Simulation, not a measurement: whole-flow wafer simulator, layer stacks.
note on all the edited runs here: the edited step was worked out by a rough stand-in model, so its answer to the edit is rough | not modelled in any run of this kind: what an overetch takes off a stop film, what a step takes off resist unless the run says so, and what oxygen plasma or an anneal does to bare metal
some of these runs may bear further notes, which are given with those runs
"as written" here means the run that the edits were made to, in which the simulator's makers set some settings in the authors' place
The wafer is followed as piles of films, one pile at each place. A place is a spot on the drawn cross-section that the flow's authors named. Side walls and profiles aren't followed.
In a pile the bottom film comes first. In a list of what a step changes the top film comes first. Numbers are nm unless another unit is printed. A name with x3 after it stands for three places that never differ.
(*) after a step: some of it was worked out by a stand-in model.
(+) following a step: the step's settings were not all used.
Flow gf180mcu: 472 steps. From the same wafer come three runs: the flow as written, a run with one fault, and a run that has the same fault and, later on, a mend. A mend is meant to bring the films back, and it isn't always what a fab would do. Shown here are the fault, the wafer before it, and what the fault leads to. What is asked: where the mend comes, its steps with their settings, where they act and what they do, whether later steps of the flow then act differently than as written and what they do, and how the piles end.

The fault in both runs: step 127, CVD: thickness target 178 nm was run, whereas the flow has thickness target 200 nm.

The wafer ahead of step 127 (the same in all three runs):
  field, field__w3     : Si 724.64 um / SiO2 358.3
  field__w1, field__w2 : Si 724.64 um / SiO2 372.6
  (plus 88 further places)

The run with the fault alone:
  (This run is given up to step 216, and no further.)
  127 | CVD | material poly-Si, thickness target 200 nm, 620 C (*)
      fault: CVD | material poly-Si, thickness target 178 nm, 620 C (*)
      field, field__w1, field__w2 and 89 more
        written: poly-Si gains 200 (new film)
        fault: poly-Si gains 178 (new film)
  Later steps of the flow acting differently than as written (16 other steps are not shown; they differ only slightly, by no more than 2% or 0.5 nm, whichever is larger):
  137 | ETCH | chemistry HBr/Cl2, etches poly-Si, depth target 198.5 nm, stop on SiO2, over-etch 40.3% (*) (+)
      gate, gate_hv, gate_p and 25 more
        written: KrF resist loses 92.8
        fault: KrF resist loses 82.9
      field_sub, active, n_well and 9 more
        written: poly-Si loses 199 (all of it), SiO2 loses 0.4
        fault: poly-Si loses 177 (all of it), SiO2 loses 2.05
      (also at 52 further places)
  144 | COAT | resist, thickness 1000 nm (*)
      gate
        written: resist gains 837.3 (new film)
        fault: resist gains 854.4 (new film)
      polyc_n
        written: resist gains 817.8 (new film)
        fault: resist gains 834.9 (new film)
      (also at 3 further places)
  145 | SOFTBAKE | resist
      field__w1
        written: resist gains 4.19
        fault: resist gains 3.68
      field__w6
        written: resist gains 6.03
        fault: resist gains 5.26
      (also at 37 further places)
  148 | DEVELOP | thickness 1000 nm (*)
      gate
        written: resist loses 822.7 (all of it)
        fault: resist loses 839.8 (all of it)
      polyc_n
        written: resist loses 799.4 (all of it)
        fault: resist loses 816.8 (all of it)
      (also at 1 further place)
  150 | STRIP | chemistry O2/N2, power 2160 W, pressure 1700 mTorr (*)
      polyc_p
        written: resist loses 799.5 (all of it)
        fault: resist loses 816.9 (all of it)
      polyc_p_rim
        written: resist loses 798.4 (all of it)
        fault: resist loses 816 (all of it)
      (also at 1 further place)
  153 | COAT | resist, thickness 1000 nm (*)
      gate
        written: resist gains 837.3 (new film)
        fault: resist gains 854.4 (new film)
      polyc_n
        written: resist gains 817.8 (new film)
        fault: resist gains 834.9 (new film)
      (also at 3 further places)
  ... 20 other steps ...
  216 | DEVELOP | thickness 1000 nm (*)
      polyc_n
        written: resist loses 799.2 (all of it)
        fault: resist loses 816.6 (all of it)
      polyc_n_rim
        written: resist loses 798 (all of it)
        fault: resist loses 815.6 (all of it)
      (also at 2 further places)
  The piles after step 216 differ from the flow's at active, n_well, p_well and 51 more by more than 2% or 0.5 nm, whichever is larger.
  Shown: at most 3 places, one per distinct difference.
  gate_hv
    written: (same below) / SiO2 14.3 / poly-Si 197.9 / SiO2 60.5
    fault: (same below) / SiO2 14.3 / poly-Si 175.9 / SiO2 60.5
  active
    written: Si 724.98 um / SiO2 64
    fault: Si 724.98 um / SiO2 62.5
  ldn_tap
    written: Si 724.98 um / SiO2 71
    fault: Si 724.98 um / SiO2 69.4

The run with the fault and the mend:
  The mend stands after step 127.
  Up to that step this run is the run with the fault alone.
  127a | CVD | material poly-Si, thickness target 22 nm, 620 C (*) (the flow's step 127 again, with other settings)
      field, field__w1, field__w2 and 89 more
        poly-Si gains 22
  Every later step of the flow that is run acts as written, at every place that is followed, to within 2% or 0.5 nm, whichever is larger.
  At every place that both follow, the piles at the end match the flow's.
